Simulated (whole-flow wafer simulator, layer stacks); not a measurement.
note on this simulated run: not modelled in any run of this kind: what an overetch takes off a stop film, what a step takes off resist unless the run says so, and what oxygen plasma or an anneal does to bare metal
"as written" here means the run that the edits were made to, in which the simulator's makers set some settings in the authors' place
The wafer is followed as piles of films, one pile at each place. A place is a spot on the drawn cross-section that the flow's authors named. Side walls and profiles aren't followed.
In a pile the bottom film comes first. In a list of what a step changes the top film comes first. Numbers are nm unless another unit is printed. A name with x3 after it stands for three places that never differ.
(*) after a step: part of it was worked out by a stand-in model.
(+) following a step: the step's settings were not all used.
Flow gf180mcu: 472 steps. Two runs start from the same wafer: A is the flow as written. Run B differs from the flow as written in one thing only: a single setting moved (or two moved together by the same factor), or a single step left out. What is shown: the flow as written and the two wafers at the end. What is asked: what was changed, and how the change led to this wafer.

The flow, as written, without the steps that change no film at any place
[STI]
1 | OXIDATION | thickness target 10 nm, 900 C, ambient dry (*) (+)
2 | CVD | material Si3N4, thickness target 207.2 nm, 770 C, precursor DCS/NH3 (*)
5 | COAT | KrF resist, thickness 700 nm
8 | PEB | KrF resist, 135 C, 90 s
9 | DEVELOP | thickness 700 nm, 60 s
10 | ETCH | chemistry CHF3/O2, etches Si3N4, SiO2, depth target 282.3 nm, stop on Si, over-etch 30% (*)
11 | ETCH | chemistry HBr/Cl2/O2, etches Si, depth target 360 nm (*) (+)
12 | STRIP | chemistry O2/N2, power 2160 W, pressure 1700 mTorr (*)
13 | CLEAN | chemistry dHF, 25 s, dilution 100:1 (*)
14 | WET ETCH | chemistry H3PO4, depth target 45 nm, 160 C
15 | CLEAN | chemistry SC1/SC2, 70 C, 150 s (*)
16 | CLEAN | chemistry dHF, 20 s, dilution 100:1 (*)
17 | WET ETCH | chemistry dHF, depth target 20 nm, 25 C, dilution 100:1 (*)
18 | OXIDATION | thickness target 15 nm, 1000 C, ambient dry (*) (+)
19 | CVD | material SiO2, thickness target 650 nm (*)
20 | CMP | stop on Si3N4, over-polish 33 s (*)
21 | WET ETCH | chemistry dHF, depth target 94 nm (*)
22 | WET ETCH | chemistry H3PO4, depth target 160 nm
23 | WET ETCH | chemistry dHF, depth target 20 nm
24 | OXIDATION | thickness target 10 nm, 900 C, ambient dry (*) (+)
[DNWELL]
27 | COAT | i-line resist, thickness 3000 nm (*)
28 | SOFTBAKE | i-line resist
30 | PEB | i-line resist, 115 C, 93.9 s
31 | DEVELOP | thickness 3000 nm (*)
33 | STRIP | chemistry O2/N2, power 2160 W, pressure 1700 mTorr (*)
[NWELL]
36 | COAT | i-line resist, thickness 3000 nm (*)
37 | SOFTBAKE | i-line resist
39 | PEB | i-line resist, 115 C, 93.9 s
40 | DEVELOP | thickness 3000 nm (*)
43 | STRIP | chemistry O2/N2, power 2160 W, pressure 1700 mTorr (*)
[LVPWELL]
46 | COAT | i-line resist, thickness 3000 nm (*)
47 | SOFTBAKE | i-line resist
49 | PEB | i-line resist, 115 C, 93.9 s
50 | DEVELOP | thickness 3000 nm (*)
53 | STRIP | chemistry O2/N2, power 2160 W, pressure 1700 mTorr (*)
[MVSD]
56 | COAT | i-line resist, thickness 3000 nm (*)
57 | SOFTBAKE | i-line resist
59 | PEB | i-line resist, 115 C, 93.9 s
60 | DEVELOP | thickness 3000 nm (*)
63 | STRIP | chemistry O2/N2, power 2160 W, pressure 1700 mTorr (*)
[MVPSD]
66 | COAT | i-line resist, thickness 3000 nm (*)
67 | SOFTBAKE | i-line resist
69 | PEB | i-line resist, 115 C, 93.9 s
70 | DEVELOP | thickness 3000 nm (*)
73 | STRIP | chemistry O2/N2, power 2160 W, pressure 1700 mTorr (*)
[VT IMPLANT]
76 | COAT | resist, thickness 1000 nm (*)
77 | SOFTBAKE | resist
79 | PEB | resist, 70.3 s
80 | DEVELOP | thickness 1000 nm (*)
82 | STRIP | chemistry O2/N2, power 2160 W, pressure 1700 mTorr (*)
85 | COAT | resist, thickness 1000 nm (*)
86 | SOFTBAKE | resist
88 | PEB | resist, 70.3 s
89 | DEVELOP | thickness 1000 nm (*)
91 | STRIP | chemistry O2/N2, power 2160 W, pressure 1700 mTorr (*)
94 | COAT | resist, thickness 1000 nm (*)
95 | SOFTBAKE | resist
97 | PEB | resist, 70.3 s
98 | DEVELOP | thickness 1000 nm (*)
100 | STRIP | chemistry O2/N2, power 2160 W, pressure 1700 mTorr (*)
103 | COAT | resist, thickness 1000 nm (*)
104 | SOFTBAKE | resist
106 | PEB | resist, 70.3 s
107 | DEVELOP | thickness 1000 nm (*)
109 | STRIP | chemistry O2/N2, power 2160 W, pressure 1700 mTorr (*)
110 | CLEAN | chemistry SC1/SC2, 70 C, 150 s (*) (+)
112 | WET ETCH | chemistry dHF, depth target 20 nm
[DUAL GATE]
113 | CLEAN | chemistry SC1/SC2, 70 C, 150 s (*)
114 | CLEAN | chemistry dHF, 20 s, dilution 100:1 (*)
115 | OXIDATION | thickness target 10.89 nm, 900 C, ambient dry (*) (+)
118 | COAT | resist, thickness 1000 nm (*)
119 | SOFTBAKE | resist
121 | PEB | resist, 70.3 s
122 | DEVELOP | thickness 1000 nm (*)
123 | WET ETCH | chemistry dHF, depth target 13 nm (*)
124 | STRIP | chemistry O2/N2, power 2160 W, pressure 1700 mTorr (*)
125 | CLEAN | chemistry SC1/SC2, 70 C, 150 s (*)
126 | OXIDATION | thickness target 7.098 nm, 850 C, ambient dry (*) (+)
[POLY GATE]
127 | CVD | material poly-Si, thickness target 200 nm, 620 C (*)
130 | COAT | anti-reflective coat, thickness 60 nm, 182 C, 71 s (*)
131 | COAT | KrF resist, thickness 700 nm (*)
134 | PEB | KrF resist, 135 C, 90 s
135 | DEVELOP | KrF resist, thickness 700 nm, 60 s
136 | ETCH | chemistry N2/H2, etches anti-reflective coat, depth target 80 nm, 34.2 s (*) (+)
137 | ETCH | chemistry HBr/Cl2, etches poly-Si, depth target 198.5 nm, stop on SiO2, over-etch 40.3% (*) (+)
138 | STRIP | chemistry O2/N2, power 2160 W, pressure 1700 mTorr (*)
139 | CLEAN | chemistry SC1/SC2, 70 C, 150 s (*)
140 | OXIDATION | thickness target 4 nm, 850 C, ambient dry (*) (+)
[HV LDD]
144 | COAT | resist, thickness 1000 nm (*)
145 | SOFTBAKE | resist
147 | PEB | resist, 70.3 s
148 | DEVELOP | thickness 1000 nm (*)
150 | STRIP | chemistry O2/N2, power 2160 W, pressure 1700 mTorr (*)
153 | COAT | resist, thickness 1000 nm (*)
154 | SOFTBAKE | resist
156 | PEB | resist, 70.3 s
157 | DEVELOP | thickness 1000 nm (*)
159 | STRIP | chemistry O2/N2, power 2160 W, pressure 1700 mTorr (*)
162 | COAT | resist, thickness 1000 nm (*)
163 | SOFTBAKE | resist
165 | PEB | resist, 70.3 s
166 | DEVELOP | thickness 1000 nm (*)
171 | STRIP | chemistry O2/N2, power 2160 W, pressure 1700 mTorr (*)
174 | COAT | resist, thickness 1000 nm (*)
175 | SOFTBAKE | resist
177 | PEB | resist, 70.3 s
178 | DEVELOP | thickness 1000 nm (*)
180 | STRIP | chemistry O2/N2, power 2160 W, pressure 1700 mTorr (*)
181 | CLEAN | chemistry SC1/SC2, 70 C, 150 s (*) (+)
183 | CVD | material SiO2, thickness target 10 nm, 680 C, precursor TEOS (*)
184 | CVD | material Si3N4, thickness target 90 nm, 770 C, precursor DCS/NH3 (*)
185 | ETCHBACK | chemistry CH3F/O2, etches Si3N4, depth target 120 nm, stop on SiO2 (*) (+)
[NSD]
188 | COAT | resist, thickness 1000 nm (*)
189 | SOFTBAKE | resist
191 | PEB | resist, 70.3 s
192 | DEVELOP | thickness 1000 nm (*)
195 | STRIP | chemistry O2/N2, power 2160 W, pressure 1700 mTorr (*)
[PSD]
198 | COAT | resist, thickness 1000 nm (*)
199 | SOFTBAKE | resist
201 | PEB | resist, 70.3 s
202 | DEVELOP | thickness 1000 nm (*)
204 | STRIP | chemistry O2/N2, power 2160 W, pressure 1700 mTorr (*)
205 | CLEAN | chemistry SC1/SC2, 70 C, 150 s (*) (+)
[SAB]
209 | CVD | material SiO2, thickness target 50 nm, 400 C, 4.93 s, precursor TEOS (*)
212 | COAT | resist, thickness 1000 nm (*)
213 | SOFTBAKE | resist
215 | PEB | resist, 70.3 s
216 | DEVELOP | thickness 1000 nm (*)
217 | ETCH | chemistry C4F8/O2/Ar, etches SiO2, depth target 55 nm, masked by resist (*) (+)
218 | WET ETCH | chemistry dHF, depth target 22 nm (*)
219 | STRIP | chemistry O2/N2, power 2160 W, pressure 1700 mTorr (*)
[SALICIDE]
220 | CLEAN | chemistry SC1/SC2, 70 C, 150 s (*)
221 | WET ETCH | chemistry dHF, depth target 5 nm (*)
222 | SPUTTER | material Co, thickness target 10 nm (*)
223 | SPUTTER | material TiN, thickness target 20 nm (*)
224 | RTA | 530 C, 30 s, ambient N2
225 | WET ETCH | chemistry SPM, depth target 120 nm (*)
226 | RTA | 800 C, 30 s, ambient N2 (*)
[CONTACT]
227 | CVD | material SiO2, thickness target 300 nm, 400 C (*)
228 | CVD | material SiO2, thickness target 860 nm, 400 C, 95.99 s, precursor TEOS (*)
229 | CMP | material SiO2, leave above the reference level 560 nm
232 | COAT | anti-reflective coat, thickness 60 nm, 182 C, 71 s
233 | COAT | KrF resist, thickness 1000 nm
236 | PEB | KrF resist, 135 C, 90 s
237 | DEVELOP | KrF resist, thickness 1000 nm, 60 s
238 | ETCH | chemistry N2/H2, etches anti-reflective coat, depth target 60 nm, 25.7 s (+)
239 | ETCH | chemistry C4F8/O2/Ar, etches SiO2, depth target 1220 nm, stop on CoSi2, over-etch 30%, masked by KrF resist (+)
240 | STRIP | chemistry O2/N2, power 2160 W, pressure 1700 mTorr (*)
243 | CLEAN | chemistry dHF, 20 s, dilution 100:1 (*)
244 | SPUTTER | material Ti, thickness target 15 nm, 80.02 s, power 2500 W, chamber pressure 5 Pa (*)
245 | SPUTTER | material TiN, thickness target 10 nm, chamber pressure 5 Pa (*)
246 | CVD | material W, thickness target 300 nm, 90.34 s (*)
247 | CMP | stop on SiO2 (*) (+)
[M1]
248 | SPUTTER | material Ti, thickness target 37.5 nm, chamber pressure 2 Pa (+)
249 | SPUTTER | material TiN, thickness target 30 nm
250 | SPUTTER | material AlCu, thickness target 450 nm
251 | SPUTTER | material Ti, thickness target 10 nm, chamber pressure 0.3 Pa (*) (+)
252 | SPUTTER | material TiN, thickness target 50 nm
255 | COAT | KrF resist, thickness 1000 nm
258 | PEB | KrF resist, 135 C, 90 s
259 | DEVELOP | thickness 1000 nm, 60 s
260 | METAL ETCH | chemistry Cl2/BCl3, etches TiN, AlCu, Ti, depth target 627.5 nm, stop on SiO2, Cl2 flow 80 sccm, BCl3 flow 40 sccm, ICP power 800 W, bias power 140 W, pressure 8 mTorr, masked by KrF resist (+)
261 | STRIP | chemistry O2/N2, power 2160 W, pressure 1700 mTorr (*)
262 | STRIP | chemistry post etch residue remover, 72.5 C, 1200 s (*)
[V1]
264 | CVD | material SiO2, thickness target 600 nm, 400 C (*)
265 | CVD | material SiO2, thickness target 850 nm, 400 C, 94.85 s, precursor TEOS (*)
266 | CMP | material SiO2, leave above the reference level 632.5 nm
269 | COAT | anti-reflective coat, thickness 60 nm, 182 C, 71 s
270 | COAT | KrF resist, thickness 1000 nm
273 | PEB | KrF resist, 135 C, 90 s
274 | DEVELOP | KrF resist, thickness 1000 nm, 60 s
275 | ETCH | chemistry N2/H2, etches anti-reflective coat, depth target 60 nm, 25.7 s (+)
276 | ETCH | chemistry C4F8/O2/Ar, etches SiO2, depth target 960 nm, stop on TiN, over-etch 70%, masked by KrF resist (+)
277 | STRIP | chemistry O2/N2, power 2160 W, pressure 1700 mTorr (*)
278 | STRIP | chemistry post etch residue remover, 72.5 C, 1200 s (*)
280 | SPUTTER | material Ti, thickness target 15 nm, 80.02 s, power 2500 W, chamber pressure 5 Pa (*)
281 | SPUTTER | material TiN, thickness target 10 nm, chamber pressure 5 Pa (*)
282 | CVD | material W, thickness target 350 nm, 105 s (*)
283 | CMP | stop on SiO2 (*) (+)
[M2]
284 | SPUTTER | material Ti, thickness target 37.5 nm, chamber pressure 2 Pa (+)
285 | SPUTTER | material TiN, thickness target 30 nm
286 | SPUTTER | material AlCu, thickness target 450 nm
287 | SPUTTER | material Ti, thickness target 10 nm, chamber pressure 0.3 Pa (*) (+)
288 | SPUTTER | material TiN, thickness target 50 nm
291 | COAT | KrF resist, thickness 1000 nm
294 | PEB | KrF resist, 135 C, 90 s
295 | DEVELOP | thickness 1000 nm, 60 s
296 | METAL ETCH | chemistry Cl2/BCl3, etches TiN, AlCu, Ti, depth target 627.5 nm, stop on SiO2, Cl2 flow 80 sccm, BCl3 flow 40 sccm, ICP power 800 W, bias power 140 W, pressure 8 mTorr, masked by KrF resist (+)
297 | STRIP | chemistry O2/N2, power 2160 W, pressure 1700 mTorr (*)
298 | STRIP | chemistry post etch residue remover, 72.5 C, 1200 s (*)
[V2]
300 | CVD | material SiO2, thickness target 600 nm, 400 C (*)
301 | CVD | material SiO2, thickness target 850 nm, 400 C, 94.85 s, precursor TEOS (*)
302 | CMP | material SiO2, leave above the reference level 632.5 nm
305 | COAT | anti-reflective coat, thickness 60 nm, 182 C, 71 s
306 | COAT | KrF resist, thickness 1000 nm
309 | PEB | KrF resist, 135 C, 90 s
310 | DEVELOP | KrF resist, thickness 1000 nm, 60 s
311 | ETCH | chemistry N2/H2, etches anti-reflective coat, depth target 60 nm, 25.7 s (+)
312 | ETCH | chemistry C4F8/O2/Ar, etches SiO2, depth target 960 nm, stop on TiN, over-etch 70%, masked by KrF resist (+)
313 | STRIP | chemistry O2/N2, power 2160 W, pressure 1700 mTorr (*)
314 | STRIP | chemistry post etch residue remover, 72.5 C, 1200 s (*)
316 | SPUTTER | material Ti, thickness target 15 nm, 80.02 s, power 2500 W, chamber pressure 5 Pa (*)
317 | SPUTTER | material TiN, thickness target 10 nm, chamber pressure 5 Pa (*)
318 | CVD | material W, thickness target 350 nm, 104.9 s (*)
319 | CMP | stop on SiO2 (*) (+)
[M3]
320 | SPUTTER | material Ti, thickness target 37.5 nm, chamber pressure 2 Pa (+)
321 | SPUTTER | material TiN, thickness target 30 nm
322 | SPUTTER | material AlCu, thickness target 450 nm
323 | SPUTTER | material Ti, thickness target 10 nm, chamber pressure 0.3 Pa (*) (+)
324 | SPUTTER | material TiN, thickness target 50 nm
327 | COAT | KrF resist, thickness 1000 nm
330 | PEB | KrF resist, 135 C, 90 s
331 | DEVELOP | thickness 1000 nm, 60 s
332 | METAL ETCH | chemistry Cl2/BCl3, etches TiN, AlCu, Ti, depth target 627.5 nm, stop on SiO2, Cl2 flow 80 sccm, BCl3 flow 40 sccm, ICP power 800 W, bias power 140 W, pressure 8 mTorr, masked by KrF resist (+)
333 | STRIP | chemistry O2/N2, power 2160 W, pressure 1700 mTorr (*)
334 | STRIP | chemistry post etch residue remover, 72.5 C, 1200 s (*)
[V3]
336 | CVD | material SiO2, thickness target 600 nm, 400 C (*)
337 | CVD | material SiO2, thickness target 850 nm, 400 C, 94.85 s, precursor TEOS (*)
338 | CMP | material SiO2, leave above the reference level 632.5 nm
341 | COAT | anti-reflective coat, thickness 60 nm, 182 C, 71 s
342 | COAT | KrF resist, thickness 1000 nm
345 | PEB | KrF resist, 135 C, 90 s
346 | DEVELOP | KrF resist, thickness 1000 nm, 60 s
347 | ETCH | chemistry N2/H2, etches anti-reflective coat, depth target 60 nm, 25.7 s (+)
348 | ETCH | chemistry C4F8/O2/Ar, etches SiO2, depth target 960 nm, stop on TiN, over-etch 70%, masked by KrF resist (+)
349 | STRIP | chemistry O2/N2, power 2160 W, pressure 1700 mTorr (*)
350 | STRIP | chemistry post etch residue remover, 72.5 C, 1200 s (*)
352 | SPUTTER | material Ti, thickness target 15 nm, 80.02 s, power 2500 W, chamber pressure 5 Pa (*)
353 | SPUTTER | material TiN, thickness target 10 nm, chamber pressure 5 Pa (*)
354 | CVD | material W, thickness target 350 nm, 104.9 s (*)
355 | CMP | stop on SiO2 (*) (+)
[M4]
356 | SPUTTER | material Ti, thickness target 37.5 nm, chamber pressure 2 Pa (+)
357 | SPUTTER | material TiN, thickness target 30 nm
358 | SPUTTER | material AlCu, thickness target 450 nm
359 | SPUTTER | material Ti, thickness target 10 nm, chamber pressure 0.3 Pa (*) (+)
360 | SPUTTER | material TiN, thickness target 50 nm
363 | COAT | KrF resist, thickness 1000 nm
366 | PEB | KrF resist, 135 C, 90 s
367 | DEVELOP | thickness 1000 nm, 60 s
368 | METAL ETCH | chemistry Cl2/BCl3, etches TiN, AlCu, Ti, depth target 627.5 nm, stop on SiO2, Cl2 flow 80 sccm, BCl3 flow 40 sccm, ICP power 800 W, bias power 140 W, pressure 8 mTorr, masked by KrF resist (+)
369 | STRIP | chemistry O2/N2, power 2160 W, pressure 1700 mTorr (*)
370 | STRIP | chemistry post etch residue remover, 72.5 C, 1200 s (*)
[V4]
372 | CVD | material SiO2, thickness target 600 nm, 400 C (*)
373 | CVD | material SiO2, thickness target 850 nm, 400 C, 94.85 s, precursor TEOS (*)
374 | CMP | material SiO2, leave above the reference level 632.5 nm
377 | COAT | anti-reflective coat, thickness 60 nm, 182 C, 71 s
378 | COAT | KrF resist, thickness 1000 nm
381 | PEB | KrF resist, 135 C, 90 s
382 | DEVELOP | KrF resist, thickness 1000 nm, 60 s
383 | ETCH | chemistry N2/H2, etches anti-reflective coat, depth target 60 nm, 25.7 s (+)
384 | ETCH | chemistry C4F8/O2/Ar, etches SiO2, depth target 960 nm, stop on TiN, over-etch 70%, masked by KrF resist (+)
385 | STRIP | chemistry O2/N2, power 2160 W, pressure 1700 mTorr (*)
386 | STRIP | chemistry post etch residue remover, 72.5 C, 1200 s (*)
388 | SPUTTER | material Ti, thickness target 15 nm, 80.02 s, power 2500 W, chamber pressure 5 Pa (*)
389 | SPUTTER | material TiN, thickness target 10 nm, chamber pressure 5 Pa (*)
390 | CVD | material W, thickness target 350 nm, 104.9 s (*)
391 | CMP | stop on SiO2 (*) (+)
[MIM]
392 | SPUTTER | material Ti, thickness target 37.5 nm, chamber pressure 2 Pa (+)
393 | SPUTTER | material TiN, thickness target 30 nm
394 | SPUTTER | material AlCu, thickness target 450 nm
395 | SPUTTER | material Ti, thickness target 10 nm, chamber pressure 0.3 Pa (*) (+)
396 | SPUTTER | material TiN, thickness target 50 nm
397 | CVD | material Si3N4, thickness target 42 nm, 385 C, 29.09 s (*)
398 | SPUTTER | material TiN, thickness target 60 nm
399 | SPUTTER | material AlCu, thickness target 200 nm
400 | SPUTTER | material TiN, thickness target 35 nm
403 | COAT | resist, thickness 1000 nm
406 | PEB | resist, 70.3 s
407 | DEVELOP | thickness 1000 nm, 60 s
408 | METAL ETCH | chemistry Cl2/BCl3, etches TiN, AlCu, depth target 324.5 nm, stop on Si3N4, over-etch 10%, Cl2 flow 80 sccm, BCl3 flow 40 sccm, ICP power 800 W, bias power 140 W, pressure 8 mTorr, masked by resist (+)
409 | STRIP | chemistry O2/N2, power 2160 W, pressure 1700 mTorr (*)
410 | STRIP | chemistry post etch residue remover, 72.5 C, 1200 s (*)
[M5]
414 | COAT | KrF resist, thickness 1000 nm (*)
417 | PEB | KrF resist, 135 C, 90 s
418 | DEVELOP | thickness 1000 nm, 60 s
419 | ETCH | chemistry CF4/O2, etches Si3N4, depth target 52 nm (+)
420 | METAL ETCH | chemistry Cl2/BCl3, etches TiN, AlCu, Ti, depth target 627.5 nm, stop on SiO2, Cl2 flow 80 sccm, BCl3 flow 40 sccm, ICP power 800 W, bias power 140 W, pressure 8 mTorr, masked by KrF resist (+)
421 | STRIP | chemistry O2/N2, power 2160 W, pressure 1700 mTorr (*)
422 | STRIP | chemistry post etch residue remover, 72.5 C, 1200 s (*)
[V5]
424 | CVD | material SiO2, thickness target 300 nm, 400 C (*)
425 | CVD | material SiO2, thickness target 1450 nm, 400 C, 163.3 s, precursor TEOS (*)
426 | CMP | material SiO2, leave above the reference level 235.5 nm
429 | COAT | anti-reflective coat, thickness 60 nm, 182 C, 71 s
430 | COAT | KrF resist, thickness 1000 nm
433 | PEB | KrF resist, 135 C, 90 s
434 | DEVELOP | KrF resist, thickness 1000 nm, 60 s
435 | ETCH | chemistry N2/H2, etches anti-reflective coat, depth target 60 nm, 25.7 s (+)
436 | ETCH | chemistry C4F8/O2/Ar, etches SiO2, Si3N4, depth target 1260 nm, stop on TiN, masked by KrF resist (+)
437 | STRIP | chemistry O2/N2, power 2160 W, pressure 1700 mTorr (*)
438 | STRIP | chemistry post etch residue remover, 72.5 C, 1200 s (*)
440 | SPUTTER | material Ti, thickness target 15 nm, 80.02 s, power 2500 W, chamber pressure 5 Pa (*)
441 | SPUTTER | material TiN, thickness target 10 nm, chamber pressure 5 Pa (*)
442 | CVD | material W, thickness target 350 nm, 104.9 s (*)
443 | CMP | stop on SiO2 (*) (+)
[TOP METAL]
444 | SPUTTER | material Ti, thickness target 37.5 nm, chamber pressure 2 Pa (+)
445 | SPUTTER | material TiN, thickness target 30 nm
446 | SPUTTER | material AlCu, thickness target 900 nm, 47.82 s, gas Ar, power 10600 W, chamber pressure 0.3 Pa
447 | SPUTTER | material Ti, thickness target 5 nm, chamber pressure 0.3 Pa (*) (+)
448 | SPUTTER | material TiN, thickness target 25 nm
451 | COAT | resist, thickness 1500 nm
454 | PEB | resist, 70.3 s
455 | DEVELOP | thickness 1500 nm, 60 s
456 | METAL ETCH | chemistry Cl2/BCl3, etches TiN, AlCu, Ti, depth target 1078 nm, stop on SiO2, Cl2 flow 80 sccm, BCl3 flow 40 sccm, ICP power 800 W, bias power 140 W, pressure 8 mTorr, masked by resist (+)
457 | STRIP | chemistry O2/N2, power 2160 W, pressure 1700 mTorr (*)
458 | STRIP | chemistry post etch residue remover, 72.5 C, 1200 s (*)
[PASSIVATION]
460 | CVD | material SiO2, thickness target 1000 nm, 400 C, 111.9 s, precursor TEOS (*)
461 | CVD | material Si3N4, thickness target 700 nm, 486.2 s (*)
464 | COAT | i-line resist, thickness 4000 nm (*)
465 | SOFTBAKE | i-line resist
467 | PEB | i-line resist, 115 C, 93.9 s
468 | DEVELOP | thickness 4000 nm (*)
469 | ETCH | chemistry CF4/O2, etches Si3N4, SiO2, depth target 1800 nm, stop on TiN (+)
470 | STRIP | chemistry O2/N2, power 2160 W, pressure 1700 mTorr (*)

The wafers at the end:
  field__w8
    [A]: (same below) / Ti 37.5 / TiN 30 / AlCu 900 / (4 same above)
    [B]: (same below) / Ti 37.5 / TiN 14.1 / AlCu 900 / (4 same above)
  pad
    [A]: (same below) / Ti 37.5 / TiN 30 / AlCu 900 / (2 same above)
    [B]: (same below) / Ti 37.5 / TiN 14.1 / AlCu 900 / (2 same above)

What caused this: step 445, SPUTTER: thickness target 14.1 nm was run, while the flow as written has thickness target 30 nm.
The wafer itself shows it: field__w8 has TiN 14.1, and step 445 as written asks for 30 nm.

Step by step, how the change led to this:
  445 | SPUTTER | material TiN, thickness target 30 nm
      field, field__w1, field__w2 and 109 more: A +30 TiN (new film) | B +14.1 TiN (new film)
  456 | METAL ETCH | chemistry Cl2/BCl3, etches TiN, AlCu, Ti, depth target 1078 nm, stop on SiO2, Cl2 flow 80 sccm, BCl3 flow 40 sccm, ICP power 800 W, bias power 140 W, pressure 8 mTorr, masked by resist (+)
      field, field__w1, field__w2 and 103 more: A -25 TiN (all of it), -5 Ti (all of it), -900 AlCu (all of it), -30 TiN (all of it), -37.5 Ti (all of it) | B -25 TiN (all of it), -5 Ti (all of it), -900 AlCu (all of it), -14.1 TiN (all of it), -37.5 Ti (all of it)
  465 | SOFTBAKE | i-line resist
      ld_acc_p, ld_fp_p, ld_drift_p: A +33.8 i-line resist | B +33 i-line resist
      field__w11, field__w13: A +37.6 i-line resist | B +36.7 i-line resist
      (and at 58 other places as well)
